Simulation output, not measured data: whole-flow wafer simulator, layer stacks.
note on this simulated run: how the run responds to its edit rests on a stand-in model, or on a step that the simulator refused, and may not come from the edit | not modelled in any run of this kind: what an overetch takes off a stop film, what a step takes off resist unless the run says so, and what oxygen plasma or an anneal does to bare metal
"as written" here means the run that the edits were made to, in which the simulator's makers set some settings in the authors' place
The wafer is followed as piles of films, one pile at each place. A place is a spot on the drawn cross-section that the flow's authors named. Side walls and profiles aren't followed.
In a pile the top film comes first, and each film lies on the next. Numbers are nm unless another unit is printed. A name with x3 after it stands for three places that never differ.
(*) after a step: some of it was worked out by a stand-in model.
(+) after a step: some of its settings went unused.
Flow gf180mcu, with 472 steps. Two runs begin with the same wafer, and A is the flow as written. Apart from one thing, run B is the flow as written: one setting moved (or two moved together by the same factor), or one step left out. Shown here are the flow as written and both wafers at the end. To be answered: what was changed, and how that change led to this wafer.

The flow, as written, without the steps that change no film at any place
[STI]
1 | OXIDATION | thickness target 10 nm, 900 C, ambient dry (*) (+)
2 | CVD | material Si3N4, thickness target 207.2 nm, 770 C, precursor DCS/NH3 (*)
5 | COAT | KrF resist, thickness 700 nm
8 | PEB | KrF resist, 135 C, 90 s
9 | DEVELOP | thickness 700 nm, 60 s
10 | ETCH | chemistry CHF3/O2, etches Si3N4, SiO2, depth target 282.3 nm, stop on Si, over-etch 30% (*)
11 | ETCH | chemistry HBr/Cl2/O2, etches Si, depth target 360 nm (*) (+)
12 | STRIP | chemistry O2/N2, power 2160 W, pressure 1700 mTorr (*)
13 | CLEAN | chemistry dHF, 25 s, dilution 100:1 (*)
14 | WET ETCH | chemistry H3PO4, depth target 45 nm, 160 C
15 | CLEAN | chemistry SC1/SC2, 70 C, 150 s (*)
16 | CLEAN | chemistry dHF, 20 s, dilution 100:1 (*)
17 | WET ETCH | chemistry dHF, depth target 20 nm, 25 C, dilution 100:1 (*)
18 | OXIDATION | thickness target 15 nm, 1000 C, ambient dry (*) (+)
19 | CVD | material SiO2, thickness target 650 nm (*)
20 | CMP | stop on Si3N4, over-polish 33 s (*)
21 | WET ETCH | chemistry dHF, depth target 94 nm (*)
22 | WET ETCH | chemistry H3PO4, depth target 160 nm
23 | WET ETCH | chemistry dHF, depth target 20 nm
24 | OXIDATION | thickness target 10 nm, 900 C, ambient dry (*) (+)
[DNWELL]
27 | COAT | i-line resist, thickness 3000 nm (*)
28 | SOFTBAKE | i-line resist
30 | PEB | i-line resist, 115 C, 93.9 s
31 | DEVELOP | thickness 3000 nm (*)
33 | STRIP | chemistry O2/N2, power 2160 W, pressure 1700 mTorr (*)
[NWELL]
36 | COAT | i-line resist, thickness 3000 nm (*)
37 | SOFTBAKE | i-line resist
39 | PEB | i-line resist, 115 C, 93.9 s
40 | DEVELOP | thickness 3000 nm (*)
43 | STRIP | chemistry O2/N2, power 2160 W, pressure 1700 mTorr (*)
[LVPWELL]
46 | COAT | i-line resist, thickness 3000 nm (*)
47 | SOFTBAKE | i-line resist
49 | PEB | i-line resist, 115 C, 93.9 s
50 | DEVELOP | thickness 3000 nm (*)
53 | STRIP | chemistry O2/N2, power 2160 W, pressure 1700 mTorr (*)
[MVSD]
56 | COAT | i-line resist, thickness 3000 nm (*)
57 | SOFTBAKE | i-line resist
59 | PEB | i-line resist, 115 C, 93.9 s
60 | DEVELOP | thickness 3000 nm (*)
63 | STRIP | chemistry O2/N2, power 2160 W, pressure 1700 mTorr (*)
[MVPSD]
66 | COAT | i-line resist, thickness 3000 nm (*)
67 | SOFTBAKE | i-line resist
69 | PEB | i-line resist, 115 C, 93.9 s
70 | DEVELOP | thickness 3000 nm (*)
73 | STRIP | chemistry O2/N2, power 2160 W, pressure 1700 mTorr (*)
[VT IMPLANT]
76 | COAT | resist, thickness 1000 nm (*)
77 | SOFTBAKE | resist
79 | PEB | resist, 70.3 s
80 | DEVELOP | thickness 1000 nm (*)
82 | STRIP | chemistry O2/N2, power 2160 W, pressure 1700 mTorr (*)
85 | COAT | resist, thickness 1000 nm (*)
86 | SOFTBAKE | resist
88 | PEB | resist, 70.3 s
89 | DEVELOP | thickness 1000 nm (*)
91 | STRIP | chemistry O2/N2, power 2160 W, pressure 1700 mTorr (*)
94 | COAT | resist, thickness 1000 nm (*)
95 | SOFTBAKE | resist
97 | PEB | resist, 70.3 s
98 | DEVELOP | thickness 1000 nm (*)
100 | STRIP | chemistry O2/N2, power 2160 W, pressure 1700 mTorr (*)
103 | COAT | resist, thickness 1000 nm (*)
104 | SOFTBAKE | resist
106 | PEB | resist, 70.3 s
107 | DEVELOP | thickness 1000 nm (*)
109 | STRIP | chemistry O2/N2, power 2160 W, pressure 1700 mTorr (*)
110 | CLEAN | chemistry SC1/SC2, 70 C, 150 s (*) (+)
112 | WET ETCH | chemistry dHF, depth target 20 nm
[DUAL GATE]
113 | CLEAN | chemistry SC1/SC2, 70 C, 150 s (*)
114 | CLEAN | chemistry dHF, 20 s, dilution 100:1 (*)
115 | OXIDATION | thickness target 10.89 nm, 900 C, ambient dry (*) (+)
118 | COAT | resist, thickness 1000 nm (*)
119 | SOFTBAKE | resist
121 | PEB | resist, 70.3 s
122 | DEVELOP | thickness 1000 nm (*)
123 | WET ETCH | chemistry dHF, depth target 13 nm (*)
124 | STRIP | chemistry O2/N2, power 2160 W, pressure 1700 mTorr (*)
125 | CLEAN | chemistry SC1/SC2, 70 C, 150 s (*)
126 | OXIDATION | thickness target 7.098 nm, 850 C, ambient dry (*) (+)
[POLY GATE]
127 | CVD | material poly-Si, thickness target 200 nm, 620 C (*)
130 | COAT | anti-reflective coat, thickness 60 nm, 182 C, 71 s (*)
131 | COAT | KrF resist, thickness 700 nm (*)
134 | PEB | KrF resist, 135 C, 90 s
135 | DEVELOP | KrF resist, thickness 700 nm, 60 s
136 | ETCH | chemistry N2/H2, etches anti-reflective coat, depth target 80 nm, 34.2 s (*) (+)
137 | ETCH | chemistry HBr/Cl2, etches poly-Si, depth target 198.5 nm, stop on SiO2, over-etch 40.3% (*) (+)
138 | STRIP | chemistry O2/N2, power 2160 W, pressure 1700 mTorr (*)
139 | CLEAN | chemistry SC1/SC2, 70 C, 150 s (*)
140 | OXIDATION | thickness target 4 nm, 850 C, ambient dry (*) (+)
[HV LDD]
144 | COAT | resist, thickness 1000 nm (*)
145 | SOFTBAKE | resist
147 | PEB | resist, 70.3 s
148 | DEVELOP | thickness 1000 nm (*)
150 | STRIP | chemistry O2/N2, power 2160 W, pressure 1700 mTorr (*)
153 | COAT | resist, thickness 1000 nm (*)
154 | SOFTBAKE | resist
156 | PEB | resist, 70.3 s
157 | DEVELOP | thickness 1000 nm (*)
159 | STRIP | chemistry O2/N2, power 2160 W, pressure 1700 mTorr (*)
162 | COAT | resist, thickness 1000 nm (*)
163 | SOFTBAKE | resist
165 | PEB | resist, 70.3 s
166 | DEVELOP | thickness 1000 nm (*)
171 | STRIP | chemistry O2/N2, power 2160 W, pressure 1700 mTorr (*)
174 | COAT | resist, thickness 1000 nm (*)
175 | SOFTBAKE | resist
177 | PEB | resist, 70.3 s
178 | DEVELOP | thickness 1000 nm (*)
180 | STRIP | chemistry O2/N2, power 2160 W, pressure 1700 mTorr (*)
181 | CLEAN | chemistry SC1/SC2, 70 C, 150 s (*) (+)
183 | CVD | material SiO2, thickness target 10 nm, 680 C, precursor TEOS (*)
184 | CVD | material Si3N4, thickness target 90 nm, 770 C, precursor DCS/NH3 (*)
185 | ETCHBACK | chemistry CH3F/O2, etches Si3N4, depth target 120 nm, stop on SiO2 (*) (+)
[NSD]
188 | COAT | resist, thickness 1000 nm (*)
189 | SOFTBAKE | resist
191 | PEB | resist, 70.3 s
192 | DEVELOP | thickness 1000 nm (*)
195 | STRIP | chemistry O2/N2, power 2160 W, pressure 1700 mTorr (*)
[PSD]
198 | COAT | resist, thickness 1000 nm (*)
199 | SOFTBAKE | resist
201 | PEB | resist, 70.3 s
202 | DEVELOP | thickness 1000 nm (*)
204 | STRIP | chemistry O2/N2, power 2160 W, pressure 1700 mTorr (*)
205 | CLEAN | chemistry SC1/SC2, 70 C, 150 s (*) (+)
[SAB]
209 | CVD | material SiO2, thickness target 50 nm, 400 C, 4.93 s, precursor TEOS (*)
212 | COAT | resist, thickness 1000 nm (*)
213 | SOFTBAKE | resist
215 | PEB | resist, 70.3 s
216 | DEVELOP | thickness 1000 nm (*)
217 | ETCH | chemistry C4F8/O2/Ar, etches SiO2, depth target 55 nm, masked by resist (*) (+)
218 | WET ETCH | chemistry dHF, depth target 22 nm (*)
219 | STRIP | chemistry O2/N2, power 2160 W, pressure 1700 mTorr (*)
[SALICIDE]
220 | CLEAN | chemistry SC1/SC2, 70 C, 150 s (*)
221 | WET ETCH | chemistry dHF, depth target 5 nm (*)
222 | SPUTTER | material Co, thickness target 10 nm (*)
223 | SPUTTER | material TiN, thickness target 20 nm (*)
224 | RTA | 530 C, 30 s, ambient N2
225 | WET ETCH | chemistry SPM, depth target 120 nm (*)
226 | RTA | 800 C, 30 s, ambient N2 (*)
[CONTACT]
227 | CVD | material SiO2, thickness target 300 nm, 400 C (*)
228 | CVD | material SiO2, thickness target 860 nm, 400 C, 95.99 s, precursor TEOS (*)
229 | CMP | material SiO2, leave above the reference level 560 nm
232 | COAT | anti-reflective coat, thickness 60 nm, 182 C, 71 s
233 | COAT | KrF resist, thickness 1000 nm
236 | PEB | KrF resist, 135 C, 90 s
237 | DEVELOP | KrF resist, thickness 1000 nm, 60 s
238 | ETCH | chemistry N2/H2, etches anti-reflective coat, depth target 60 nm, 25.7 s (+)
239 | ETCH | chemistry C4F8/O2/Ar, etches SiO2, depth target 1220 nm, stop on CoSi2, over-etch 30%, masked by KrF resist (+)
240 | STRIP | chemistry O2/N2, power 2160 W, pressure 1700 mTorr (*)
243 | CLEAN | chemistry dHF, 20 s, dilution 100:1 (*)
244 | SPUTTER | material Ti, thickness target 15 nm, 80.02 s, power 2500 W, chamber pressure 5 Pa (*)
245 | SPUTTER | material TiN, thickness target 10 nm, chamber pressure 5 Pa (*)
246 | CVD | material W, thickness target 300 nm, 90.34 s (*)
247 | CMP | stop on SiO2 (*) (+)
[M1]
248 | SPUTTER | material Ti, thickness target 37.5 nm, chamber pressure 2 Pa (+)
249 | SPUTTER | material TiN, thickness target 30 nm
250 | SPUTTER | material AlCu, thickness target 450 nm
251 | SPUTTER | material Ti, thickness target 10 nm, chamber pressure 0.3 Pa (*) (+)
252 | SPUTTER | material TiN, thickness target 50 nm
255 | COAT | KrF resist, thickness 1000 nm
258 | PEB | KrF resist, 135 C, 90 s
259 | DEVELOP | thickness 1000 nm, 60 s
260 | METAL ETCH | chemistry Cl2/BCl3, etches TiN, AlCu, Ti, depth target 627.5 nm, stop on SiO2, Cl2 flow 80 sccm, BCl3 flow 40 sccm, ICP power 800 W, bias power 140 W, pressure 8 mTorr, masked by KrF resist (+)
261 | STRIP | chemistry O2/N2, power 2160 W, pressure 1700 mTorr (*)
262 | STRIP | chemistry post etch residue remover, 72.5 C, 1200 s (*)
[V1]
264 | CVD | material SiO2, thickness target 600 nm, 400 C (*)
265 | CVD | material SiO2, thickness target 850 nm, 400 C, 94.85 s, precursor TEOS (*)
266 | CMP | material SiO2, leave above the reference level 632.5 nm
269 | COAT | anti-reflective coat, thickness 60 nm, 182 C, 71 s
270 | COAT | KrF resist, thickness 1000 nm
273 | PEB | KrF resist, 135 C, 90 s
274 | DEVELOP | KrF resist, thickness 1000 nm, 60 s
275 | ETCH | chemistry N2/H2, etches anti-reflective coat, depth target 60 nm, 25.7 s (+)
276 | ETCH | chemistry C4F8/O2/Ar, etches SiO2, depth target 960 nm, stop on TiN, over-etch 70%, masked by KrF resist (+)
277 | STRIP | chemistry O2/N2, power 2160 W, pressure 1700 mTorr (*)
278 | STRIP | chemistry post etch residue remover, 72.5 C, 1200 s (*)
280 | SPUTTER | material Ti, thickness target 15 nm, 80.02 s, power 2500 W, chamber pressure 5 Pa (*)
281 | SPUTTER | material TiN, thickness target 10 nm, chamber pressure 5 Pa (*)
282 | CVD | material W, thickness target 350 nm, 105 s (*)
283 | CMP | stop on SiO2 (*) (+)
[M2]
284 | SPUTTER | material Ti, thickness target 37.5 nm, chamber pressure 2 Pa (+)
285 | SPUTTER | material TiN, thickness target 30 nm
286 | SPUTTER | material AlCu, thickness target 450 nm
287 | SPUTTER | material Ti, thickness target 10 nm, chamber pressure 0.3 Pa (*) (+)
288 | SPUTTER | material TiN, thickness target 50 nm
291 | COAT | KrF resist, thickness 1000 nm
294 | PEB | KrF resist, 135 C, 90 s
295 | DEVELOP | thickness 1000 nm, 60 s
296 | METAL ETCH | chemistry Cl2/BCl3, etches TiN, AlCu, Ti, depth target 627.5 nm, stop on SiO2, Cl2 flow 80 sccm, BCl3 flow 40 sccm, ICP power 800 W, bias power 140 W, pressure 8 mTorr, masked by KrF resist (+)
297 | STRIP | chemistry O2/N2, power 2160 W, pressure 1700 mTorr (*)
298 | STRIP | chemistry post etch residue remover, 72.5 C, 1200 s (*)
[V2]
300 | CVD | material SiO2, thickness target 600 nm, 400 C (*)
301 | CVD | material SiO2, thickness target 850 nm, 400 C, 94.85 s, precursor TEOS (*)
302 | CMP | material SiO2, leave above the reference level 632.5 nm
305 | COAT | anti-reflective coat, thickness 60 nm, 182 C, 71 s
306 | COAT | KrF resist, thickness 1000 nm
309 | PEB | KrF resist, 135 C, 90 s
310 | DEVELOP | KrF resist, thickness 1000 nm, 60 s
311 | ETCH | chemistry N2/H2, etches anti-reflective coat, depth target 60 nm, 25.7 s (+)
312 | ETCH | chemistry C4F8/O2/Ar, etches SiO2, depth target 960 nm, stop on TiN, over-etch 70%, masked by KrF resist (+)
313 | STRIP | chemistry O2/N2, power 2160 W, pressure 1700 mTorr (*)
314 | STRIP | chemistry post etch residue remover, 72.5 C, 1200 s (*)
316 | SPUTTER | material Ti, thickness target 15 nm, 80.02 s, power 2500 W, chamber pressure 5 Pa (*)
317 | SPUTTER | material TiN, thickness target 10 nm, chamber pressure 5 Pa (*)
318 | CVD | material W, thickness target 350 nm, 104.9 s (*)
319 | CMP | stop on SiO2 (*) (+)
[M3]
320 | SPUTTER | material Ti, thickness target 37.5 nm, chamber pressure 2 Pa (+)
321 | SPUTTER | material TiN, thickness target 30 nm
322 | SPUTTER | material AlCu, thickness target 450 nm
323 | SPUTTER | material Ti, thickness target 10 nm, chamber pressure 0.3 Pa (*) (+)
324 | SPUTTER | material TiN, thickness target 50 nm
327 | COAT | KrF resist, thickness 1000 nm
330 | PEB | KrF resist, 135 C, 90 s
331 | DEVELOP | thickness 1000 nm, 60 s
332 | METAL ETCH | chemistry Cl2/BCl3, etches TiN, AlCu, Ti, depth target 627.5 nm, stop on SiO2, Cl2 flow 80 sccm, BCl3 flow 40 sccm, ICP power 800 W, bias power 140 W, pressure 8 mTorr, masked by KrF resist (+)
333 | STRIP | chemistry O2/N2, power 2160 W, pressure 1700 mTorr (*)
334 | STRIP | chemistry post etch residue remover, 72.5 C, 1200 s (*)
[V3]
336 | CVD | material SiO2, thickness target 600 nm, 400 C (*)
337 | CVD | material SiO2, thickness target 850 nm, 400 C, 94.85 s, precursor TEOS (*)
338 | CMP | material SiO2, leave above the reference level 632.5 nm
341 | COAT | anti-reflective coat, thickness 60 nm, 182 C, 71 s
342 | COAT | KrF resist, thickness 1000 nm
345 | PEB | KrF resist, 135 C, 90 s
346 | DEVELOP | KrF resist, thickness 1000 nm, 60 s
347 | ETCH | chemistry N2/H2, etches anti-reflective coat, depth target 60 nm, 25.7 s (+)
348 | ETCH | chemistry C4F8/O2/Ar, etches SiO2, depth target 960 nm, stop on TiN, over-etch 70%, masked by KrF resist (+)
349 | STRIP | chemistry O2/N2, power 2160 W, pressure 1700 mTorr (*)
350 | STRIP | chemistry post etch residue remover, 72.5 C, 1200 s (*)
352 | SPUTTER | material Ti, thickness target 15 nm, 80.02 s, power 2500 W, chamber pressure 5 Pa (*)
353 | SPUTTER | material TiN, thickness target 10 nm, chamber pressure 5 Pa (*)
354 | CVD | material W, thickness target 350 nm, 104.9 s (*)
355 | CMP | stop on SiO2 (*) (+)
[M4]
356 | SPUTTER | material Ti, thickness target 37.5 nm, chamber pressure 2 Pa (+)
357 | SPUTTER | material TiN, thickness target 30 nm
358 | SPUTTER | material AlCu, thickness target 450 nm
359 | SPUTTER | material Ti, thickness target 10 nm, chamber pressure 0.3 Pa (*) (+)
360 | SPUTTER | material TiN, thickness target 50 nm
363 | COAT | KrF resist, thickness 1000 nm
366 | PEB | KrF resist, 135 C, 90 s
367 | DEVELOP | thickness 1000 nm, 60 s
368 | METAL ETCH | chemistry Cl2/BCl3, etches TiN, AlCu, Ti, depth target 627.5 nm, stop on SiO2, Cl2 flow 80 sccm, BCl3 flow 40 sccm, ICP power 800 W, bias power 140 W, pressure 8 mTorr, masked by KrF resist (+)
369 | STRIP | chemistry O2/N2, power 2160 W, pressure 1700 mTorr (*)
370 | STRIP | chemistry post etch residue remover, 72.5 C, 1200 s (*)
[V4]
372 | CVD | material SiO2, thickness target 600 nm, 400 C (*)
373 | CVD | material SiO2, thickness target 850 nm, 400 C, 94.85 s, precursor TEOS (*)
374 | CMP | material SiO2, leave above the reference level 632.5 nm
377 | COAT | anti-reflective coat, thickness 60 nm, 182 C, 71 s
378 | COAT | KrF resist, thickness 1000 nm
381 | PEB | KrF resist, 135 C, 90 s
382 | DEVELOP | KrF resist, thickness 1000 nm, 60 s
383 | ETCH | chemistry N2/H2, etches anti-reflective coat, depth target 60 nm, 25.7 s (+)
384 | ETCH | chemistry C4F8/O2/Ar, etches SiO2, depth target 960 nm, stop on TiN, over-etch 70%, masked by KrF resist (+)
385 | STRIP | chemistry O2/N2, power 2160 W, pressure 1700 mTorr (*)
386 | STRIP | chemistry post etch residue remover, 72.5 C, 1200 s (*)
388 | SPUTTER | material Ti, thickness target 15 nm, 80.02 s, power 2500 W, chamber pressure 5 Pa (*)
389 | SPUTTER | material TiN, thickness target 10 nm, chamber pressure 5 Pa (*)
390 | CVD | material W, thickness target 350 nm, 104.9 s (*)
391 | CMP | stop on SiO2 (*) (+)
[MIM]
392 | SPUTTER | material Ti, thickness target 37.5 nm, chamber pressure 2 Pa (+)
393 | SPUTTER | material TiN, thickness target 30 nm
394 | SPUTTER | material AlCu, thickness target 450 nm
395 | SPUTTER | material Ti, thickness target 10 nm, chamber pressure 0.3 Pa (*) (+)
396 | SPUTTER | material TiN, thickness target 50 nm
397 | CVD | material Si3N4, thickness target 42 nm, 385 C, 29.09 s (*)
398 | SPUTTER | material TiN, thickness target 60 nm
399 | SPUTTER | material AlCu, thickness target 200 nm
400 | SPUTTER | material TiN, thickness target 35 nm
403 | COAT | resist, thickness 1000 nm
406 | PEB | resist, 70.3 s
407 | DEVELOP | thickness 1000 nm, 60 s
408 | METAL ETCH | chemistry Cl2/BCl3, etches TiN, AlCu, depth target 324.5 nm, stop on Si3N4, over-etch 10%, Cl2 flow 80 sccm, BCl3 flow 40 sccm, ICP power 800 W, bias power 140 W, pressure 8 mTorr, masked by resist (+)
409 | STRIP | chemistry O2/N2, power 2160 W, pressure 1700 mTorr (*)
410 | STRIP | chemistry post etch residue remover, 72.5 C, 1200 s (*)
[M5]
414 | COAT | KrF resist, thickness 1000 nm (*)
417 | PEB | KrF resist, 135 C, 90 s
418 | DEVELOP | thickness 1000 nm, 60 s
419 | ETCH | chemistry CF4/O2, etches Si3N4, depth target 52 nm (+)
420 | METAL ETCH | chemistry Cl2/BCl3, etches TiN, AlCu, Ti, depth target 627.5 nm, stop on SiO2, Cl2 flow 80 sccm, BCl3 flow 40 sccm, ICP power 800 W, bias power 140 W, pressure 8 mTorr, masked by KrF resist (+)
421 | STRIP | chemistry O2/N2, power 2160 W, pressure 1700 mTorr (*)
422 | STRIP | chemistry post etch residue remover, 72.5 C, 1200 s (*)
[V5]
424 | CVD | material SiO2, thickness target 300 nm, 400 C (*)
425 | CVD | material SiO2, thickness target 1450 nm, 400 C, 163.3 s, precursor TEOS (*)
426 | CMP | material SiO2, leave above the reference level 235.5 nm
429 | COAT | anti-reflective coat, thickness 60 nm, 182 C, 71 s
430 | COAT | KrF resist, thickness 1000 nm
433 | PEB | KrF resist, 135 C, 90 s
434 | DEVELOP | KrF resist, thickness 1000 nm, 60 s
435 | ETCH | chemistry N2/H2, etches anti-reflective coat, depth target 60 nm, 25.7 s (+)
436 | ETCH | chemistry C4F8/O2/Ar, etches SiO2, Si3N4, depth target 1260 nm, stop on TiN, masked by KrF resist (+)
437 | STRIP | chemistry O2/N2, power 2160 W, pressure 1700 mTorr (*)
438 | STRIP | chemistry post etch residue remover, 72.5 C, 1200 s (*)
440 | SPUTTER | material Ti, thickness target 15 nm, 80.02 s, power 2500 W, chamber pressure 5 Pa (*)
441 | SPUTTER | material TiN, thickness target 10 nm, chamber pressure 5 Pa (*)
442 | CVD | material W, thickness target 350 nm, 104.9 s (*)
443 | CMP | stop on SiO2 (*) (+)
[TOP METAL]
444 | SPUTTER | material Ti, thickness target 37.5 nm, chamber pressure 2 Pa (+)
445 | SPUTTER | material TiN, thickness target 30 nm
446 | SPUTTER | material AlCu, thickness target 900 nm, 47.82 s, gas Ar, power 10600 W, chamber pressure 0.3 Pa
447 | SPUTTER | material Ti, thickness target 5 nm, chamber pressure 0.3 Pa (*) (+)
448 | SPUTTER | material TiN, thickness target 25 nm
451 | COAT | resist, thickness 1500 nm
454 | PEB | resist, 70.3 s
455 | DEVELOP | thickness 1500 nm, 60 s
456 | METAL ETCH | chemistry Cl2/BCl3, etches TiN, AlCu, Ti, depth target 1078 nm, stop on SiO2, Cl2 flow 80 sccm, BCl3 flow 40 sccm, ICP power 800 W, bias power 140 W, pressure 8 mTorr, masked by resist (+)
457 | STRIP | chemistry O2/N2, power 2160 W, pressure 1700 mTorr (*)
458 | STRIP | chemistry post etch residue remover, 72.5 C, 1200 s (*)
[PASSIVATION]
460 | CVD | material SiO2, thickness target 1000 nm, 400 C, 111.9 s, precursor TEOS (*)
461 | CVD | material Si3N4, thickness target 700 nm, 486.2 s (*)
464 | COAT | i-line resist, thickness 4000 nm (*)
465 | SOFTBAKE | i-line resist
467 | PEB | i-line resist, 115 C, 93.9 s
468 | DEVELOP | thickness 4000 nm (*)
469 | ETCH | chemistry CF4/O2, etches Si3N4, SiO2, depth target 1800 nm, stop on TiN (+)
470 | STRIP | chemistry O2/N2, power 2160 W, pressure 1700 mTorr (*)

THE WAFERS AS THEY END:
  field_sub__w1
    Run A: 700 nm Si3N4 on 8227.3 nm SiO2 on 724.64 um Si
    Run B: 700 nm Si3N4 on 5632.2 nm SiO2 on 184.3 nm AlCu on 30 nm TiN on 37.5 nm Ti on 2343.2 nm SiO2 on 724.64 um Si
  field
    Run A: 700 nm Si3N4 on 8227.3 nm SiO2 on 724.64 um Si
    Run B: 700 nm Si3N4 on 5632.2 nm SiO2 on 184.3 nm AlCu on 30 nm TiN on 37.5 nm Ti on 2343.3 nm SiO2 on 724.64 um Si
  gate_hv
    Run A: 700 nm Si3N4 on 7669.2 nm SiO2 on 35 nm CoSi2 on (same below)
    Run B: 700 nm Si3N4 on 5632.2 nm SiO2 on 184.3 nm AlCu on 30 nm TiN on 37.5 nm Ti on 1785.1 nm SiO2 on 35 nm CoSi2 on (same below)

The reason: step 296, METAL ETCH: depth target 320 nm was run, whereas the flow has depth target 627.5 nm.

How this came from the change, step by step:
  296 | METAL ETCH | chemistry Cl2/BCl3, etches TiN, AlCu, Ti, depth target 627.5 nm, stop on SiO2, Cl2 flow 80 sccm, BCl3 flow 40 sccm, ICP power 800 W, bias power 140 W, pressure 8 mTorr, masked by KrF resist (+)
      field, field__w1, field__w2 and 103 more: A TiN loses 50 (all of it), Ti loses 10 (all of it), AlCu loses 450 (all of it), TiN loses 30 (all of it), Ti loses 37.5 (all of it) | B TiN loses 50 (all of it), Ti loses 10 (all of it), AlCu loses 260
      field__w8, contact, m1, m1__w1, m1_nw: A KrF resist loses 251 | B KrF resist loses 128
  297 | STRIP | chemistry O2/N2, power 2160 W, pressure 1700 mTorr (*)
      field__w8, contact, m1, m1__w1, m1_nw: A KrF resist loses 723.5 (all of it) | B KrF resist loses 846.5 (all of it)
  298 | STRIP | chemistry post etch residue remover, 72.5 C, 1200 s (*)
      field, field__w1, field__w2 and 103 more: A nothing | B AlCu loses 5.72
  300 | CVD | material SiO2, thickness target 600 nm, 400 C (*)
      field, field__w1, field__w2 and 103 more: A SiO2 gains 600 | B SiO2 gains 600 (new film)
  302 | CMP | material SiO2, leave above the reference level 632.5 nm
      field, field__w1, field__w2 and 103 more: A SiO2 loses 300 | B SiO2 loses 551.8
If metal films that touch count as one body, field_sub__w1 has 1 body; the flow as written gives 0 bodies.
If metal films that touch count as one body, field has 1 body; the flow as written gives 0 bodies.
If metal films that touch count as one body, gate_hv has 2 bodies (between them, from the top down: SiO2 1785.1); the flow as written gives 1 body.
